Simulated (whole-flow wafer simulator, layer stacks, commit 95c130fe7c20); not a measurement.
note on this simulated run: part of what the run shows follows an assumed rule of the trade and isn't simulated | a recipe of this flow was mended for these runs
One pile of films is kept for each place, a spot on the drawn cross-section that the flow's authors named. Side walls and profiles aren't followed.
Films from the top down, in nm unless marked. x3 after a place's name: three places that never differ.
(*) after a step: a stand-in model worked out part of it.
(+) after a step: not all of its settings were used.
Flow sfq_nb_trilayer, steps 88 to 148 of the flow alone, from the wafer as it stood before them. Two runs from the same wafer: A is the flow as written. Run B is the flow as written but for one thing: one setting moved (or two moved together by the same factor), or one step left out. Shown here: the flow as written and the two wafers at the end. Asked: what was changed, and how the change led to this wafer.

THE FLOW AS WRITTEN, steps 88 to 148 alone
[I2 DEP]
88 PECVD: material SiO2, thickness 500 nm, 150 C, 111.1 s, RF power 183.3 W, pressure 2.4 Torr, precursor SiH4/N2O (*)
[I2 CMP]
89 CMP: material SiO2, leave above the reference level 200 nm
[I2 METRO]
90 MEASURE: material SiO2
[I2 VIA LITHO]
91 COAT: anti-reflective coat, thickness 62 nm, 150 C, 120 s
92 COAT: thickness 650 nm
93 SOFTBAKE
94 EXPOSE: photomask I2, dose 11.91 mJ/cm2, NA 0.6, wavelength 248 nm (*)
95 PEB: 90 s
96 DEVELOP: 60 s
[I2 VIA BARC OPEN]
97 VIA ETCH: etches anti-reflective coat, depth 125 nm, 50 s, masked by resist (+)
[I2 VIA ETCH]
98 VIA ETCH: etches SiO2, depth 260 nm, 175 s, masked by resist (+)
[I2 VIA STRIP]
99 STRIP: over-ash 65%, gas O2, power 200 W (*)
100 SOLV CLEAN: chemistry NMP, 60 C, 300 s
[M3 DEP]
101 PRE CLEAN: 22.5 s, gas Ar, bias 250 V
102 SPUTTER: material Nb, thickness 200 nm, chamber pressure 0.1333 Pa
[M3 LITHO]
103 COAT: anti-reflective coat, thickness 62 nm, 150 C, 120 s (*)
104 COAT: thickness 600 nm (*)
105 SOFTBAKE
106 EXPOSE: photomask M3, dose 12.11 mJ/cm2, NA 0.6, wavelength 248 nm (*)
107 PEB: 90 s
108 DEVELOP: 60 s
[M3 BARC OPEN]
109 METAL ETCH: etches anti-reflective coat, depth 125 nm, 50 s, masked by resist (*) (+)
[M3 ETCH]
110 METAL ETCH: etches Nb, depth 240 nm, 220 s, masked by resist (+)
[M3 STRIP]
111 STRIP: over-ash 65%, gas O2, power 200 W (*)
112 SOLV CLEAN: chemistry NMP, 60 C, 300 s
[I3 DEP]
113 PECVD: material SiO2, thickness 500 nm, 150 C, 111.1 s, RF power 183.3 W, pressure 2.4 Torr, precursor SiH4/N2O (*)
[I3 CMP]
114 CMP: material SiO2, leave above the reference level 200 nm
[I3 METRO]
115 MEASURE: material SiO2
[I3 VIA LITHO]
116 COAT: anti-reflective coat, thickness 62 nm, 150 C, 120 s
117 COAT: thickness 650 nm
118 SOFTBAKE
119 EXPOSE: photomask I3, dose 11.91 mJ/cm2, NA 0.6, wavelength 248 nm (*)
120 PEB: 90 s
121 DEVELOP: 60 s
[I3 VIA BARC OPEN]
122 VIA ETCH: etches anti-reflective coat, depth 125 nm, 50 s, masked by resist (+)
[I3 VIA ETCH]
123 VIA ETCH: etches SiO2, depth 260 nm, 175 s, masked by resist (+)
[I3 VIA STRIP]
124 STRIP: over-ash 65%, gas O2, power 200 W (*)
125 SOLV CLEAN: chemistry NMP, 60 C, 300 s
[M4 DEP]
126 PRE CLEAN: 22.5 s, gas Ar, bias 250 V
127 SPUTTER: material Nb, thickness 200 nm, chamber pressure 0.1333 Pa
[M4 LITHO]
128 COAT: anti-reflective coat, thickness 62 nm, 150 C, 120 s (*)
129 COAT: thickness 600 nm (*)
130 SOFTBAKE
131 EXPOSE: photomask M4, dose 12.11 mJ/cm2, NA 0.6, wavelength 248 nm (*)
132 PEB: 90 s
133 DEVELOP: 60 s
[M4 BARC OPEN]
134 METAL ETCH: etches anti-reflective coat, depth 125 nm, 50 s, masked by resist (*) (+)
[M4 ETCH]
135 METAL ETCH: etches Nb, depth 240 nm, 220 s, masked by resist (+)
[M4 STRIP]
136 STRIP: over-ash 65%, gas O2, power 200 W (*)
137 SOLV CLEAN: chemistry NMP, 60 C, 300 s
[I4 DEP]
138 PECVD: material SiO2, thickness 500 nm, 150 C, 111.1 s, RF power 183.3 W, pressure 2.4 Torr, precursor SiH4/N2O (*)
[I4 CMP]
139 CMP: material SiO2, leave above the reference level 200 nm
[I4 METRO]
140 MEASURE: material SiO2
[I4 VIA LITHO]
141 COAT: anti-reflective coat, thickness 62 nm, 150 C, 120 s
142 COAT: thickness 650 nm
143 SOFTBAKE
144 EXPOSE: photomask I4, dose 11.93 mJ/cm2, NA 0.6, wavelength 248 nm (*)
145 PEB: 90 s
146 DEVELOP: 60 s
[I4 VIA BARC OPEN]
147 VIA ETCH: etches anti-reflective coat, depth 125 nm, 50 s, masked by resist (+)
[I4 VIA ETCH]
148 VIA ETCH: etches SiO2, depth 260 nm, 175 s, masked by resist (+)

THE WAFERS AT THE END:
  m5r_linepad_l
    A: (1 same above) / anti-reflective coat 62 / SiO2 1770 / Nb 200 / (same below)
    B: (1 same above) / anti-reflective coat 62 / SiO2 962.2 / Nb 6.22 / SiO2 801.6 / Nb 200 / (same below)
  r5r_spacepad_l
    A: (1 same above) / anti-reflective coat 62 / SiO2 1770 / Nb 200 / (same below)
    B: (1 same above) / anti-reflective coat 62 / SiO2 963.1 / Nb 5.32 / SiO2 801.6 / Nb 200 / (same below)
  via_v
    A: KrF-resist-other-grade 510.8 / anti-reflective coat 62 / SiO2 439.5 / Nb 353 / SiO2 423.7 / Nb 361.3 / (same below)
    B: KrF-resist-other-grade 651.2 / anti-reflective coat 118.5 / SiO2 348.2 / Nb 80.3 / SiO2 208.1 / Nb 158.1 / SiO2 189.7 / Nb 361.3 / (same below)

The cause: step 88, PECVD: thickness 228.1 nm was run, where the flow has thickness 500 nm; step 88, PECVD: 50.69 s was run, where the flow has 111.1 s.

How the change led to this, step by step:
  88 PECVD: material SiO2, thickness 500 nm, 150 C, 111.1 s, RF power 183.3 W, pressure 2.4 Torr, precursor SiH4/N2O (*)
      field_l, be, be_sur and 81 more: A SiO2 +500 | B SiO2 +228.1
      v_sur, via_wl, via_w and 18 more: A SiO2 +500 (new film) | B SiO2 +228.1 (new film)
      (and at 1 more place)
  89 CMP: material SiO2, leave above the reference level 200 nm
      field_l, be, be_sur and 81 more: A SiO2 -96 | B nothing
      via_v: A SiO2 -181.6 | B nothing
      (and at 21 more places)
  91 COAT: anti-reflective coat, thickness 62 nm, 150 C, 120 s
      ln_m5, lsp_m, ln_m6, lsp_r, l0_sur, p4_w2: A anti-reflective coat +62 (new film) | B anti-reflective coat +63.3 (new film)
      be_r, p3_s3, p3_s4: A anti-reflective coat +62 (new film) | B anti-reflective coat +63.8 (new film)
      (and at 90 more places)
  92 COAT: thickness 650 nm
      sp_r, res, ln_m5: A KrF-resist-other-grade +650 (new film) | B KrF-resist-other-grade +663.6 (new film)
      r_end, lsp_l, l0r_line_c: A KrF-resist-other-grade +650 (new film) | B KrF-resist-other-grade +663.4 (new film)
      (and at 72 more places)
  96 DEVELOP: 60 s
      via_w: A KrF-resist-other-grade -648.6 (all of it) | B KrF-resist-other-grade -586.7 (all of it)
  97 VIA ETCH: etches anti-reflective coat, depth 125 nm, 50 s, masked by resist (+)
      via_w: A anti-reflective coat -62 (all of it), SiO2 -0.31 | B anti-reflective coat -59.9 (all of it), SiO2 -0.33
  99 STRIP: over-ash 65%, gas O2, power 200 W (*)
      m0r_line_l x3: A KrF-resist-other-grade -510.8 (all of it), anti-reflective coat -62 (all of it) | B KrF-resist-other-grade -572.5 (all of it), anti-reflective coat -34.7 (all of it)
      m0r_space_l, m6r_space_l x2: A KrF-resist-other-grade -510.8 (all of it), anti-reflective coat -62 (all of it) | B KrF-resist-other-grade -521.7 (all of it), anti-reflective coat -96.5 (all of it)
      (and at 96 more places)
  102 SPUTTER: material Nb, thickness 200 nm, chamber pressure 0.1333 Pa
      via_v: A Nb +200 (new film) | B Nb +158.1 (new film)
  103 COAT: anti-reflective coat, thickness 62 nm, 150 C, 120 s (*)
      m0r_line_l x3, m0r_line_r x3: A anti-reflective coat +62 (new film) | B anti-reflective coat +32.6 (new film)
      m0r_space_l, m0r_space_r, m6r_space_l x2, m6r_space_r x2: A anti-reflective coat +62 (new film) | B anti-reflective coat +93.9 (new film)
      (and at 78 more places)
  104 COAT: thickness 600 nm (*)
      m0r_line_l x3, m0r_line_r x3: A KrF-resist-other-grade +600 (new film) | B KrF-resist-other-grade +661.3 (new film)
      p4_fm, m5r_space_l: A KrF-resist-other-grade +600 (new film) | B KrF-resist-other-grade +614.9 (new film)
      (and at 58 more places)
  108 DEVELOP: 60 s
      m0r_line_l x3, m0r_line_r x3: A KrF-resist-other-grade -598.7 (all of it) | B KrF-resist-other-grade -659.9 (all of it)
      p4_fm, m5r_space_l: A KrF-resist-other-grade -598.7 (all of it) | B KrF-resist-other-grade -613.6 (all of it)
      (and at 35 more places)
  109 METAL ETCH: etches anti-reflective coat, depth 125 nm, 50 s, masked by resist (*) (+)
      m5r_linepad_l, m5r_linepad_r, r5r_line_l, r5r_spacepad_l, r5r_spacepad_r, m8r_pad_l, m8r_pad_r: A anti-reflective coat -62 (all of it) | B anti-reflective coat -125
      m0r_line_l x3, m0r_line_r x3: A anti-reflective coat -62 (all of it) | B anti-reflective coat -32.6 (all of it)
      (and at 49 more places)
  110 METAL ETCH: etches Nb, depth 240 nm, 220 s, masked by resist (+)
      m5r_linepad_l, m5r_linepad_r: A Nb -200 (all of it), SiO2 -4 | B anti-reflective coat -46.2 (all of it), Nb -193.8
      r5r_spacepad_l, r5r_spacepad_r: A Nb -200 (all of it), SiO2 -4 | B anti-reflective coat -45.3 (all of it), Nb -194.7
      (and at 3 more places)
  111 STRIP: over-ash 65%, gas O2, power 200 W (*)
      v_sur: A KrF-resist-other-grade -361 (all of it), anti-reflective coat -46 (all of it) | B KrF-resist-other-grade -287 (all of it), anti-reflective coat -39.1 (all of it)
      via_wl: A KrF-resist-other-grade -381.1 (all of it), anti-reflective coat -16.7 (all of it) | B KrF-resist-other-grade -300.4 (all of it), anti-reflective coat -26.3 (all of it)
      (and at 27 more places)
  113 PECVD: material SiO2, thickness 500 nm, 150 C, 111.1 s, RF power 183.3 W, pressure 2.4 Torr, precursor SiH4/N2O (*)
      m5r_linepad_l, m5r_linepad_r, r5r_spacepad_l, r5r_spacepad_r: A SiO2 +500 | B SiO2 +500 (new film)
      via_v: A SiO2 +500 (new film) | B SiO2 +633 (new film)
  114 CMP: material SiO2, leave above the reference level 200 nm
      field_l, be, be_sur and 64 more: A SiO2 -96 | B nothing
      p4_g1, p4_g2, p3_s0, p3_s1, p3_s2, p3_s3, p3_s4, p3_s5: A SiO2 -157.1 | B nothing
      (and at 10 more places)
  ... 18 more steps ...
  147 VIA ETCH: etches anti-reflective coat, depth 125 nm, 50 s, masked by resist (+)
      via_wl: A anti-reflective coat -62 (all of it), SiO2 -0.31 | B anti-reflective coat -68.5 (all of it), SiO2 -0.28
      via_w: A anti-reflective coat -62 (all of it), SiO2 -0.31 | B anti-reflective coat -70.9 (all of it), SiO2 -0.27
      (and at 1 more place)
Counting metal films that touch as one body, m5r_linepad_l has 2 bodies (between them, from the top down: SiO2 801.6); the flow as written gives 1 body.
Counting metal films that touch as one body, r5r_spacepad_l has 2 bodies (between them, from the top down: SiO2 801.6); the flow as written gives 1 body.
Counting metal films that touch as one body, via_v has 4 bodies (between them, from the top down: SiO2 208.1; SiO2 189.7; SiO2 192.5); the flow as written gives 3 bodies (between them, from the top down: SiO2 423.7; SiO2 192.5).
